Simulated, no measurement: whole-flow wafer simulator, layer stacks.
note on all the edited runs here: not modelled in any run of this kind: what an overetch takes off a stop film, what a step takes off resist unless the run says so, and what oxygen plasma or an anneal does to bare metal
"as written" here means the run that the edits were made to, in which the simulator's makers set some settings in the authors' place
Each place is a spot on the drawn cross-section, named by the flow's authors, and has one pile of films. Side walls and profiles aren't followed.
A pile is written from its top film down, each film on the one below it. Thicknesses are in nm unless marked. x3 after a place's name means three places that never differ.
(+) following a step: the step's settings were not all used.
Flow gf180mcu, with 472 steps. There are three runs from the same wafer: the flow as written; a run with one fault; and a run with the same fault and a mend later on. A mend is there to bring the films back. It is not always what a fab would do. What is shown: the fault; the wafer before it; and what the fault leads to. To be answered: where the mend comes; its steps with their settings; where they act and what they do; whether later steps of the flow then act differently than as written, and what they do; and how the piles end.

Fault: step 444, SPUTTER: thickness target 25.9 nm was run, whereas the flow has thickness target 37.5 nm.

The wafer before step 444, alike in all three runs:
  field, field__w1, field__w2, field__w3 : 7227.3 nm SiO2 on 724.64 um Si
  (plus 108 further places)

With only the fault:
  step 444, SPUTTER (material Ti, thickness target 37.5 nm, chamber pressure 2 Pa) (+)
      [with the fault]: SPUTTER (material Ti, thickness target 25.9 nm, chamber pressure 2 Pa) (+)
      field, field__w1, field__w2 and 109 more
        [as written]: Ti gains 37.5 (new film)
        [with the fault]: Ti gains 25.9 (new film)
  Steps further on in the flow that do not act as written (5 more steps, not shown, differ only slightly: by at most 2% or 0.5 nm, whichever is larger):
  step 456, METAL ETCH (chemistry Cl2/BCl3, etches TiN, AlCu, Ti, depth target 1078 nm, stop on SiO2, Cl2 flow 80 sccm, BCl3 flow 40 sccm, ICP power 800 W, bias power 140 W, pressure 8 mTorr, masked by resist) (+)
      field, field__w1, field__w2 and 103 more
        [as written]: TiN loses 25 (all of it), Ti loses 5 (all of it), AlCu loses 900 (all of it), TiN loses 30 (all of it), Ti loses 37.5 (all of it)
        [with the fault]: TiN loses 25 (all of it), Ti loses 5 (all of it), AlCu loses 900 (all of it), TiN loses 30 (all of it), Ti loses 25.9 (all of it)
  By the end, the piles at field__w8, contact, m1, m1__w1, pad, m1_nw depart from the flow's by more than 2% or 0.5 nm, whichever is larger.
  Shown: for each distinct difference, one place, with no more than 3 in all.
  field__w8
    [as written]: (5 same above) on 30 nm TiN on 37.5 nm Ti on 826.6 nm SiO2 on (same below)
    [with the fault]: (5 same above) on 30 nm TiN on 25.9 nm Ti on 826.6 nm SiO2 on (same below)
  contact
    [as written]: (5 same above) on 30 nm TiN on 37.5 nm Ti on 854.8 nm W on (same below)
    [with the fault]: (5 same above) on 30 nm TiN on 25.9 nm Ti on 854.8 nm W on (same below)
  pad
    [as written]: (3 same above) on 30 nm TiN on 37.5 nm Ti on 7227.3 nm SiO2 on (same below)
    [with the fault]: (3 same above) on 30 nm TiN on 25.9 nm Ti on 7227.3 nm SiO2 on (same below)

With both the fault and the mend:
  The mend stands after step 444.
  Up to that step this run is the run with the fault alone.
  step 444a, SPUTTER (material Ti, thickness target 11.6 nm, chamber pressure 2 Pa) (+) (a further turn of the flow's step 444, with different settings)
      field, field__w1, field__w2 and 109 more
        Ti gains 11.6
  Every later step of the flow that is run acts as written at every place that is followed.
  The piles end the same as the flow's at every place that both follow.
